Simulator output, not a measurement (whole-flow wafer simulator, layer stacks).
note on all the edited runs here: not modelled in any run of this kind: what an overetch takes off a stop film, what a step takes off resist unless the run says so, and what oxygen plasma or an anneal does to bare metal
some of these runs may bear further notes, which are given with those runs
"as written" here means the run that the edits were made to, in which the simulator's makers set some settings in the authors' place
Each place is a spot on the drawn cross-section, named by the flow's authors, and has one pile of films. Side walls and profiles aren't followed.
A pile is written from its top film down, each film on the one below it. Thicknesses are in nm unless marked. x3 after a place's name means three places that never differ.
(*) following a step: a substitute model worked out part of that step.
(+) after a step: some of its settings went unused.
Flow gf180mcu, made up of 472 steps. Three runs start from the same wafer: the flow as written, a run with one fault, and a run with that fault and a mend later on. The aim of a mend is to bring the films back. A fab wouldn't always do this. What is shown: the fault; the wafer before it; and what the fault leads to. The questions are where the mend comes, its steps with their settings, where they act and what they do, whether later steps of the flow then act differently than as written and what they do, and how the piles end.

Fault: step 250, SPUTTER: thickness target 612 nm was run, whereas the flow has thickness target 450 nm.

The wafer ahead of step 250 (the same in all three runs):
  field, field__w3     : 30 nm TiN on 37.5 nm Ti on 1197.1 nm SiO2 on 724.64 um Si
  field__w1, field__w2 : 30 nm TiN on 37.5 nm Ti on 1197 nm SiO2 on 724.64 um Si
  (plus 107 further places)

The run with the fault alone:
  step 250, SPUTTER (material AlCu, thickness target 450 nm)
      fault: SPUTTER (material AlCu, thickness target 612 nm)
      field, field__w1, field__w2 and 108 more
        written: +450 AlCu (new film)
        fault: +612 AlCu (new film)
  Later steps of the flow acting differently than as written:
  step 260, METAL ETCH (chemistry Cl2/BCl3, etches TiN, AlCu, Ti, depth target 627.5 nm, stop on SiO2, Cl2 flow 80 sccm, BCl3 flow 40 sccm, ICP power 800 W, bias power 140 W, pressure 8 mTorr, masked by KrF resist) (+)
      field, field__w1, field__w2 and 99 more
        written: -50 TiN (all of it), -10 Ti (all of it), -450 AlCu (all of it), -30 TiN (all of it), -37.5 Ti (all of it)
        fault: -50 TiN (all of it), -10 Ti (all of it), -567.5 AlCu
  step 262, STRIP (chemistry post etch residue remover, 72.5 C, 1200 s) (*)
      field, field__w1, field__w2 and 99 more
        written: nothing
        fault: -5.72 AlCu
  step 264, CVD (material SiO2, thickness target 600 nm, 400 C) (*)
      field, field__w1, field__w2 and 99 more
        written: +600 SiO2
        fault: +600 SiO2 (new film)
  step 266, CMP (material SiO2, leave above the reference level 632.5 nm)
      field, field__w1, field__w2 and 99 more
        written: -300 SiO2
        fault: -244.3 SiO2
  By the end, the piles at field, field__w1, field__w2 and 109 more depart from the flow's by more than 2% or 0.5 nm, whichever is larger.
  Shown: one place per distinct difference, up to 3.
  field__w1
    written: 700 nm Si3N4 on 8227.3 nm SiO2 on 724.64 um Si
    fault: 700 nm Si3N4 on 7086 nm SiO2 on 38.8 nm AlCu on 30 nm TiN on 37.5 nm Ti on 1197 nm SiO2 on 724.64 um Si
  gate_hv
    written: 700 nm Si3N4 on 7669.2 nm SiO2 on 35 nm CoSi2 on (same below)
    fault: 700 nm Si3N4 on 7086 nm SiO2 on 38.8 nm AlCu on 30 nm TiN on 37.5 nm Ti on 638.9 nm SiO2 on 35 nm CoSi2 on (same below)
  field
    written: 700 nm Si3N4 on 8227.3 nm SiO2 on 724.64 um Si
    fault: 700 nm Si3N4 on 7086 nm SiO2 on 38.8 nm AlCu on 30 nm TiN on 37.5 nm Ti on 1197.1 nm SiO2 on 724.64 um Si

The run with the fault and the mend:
  The mend stands after step 250.
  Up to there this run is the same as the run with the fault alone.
  step 250a, METAL ETCH (chemistry Cl2/BCl3, etches TiN, AlCu, Ti, depth target 162 nm, Cl2 flow 80 sccm, BCl3 flow 40 sccm, ICP power 800 W, bias power 140 W, pressure 8 mTorr)
      field, field__w1, field__w2 and 108 more
        -162 AlCu
  Every later step of the flow that is run acts as written at every place that is followed.
  By the end, the piles equal the flow's at every place that both follow.
